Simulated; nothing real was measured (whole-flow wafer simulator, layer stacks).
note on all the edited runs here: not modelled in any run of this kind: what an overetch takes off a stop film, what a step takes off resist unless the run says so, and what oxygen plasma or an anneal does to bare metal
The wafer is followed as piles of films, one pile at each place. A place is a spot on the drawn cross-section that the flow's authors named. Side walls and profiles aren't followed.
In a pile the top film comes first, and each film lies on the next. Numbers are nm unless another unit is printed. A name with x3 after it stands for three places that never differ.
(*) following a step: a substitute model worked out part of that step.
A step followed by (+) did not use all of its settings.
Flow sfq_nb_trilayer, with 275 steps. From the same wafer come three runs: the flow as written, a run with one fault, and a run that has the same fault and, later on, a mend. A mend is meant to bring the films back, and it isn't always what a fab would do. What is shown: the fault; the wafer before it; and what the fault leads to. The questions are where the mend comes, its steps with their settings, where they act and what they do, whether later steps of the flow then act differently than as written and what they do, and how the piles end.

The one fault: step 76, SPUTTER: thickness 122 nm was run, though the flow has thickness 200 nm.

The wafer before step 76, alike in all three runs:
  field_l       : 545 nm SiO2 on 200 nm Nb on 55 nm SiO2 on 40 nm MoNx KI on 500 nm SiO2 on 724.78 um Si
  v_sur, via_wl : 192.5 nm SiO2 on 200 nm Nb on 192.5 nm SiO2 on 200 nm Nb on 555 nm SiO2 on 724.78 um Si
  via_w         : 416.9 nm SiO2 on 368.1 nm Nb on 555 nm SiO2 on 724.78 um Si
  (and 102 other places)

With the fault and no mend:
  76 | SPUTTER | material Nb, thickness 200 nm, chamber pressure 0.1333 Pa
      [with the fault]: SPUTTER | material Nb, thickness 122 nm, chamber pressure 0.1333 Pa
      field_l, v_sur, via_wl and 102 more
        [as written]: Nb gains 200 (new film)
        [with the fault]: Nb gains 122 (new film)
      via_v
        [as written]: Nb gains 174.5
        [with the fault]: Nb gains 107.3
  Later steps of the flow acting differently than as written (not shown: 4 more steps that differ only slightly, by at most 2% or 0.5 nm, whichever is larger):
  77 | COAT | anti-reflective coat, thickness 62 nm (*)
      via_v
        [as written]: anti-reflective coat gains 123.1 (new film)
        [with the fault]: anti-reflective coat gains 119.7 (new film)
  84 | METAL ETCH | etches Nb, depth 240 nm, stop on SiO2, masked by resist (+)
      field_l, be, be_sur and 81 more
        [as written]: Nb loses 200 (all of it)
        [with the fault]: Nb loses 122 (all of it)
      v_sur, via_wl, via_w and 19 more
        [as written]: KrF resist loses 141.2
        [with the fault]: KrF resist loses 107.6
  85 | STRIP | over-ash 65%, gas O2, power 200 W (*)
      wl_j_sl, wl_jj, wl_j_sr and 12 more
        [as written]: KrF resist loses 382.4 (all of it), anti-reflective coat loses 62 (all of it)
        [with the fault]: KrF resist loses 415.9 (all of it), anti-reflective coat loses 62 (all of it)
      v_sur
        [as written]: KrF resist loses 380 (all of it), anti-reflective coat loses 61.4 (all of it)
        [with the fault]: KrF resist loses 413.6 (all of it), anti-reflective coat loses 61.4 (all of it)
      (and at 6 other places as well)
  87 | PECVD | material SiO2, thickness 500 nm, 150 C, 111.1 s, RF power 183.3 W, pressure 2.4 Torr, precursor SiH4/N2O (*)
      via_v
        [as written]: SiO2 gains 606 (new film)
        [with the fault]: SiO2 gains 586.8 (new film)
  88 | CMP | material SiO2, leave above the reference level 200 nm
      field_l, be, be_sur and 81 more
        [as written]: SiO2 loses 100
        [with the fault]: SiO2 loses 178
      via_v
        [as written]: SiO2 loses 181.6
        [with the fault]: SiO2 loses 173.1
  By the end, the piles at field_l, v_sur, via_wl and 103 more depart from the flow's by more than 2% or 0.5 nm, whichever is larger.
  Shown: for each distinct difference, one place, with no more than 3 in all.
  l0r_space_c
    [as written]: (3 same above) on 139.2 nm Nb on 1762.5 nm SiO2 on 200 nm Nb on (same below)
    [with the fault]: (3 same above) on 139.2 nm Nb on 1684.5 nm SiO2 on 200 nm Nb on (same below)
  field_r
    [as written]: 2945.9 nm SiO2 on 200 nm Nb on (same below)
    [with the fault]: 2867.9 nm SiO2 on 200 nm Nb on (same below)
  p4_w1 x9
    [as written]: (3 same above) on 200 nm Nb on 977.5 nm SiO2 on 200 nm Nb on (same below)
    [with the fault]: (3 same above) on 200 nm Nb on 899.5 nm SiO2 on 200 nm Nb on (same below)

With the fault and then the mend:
  The mend stands after step 76.
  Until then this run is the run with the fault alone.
  76a | SPUTTER | material Nb, thickness 78 nm, chamber pressure 0.1333 Pa (a further turn of the flow's step 76, with different settings)
      field_l, v_sur, via_wl and 102 more
        Nb gains 78
      via_v
        Nb gains 63.1
  Later steps of the flow that are run all act as written at every place that is followed, up to a difference of at most 2% or 0.5 nm, whichever is larger.
  The piles end only slightly different from the flow's at the places that both follow, by no more than 2% or 0.5 nm, whichever is larger.
